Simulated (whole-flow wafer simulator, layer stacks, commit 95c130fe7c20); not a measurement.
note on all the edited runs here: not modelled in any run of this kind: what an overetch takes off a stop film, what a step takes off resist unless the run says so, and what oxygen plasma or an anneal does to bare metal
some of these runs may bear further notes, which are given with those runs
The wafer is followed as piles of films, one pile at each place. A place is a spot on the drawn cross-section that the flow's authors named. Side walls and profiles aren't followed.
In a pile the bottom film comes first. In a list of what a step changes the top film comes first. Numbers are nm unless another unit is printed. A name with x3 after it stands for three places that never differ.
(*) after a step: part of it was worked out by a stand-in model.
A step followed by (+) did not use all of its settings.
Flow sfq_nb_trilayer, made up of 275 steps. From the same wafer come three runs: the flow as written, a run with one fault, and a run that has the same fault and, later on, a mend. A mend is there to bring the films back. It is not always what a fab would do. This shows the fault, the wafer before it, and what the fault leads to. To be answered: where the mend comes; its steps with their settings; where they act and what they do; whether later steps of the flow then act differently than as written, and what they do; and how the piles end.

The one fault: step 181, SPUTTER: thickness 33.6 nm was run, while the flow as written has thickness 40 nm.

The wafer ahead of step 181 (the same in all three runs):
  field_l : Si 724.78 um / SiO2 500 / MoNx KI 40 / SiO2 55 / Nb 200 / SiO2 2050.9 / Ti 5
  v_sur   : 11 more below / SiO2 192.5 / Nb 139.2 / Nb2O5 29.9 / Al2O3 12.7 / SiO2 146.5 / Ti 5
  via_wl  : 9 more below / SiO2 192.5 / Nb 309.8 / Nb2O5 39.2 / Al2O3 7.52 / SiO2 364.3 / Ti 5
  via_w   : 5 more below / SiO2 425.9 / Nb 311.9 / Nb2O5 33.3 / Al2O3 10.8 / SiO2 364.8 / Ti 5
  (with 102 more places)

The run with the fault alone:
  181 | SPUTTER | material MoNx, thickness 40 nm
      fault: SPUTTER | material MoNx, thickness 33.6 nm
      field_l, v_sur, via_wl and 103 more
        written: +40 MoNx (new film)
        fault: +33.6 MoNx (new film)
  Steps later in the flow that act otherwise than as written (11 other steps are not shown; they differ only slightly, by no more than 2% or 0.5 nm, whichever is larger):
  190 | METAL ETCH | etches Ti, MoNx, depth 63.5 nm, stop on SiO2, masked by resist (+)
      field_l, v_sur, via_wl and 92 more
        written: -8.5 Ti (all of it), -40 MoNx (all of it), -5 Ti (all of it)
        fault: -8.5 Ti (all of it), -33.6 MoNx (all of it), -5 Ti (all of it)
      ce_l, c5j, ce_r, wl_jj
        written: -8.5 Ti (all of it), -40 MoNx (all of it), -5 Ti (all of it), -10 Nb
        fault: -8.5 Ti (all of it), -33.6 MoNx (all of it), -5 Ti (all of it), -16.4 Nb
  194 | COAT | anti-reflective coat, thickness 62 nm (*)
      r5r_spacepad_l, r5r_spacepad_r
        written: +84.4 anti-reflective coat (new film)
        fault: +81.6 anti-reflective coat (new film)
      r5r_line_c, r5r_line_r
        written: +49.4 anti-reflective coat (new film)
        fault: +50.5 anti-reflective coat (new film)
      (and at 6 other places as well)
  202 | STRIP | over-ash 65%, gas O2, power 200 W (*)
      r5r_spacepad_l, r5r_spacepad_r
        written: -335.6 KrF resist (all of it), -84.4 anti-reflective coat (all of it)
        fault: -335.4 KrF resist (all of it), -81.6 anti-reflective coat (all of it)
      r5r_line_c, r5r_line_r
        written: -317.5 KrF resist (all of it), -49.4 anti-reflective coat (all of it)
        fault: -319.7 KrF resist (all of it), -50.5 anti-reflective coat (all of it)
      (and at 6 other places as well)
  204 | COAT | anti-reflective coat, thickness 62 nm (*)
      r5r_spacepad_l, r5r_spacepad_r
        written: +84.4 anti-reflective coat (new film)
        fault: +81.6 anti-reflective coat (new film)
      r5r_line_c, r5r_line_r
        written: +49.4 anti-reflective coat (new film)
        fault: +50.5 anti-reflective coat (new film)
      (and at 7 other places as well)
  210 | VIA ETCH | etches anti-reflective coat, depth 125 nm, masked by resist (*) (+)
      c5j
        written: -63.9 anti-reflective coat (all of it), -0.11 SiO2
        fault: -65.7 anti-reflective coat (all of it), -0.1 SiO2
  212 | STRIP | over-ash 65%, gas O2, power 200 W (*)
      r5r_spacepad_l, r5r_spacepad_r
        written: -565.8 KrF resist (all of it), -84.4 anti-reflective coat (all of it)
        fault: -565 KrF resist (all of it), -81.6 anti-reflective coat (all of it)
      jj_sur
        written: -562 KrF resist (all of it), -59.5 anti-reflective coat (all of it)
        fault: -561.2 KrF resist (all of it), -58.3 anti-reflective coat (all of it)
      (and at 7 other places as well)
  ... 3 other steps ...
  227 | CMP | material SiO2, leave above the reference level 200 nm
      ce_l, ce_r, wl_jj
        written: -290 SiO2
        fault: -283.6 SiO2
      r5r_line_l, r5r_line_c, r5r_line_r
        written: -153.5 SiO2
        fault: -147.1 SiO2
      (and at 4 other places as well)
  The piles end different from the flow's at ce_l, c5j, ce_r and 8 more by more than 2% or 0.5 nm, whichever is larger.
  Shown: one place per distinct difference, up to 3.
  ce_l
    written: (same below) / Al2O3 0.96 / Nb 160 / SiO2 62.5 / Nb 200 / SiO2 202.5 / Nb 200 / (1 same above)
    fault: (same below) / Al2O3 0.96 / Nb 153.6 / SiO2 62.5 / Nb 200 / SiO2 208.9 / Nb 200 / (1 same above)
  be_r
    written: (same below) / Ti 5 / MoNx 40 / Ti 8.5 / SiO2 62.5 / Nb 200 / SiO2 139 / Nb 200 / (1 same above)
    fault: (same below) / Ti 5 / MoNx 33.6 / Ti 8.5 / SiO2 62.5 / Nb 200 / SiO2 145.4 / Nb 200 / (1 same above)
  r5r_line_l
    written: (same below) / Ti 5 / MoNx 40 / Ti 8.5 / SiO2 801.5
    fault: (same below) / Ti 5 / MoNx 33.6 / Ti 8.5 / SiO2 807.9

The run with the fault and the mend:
  The mend stands after step 181.
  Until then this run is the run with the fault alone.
  181a | SPUTTER | material MoNx, thickness 6.4 nm (a further turn of the flow's step 181, with different settings)
      field_l, v_sur, via_wl and 103 more
        +6.4 MoNx
  Every later step of the flow that is run acts as written at every place that is followed.
  By the end, the piles equal the flow's at every place that both follow.
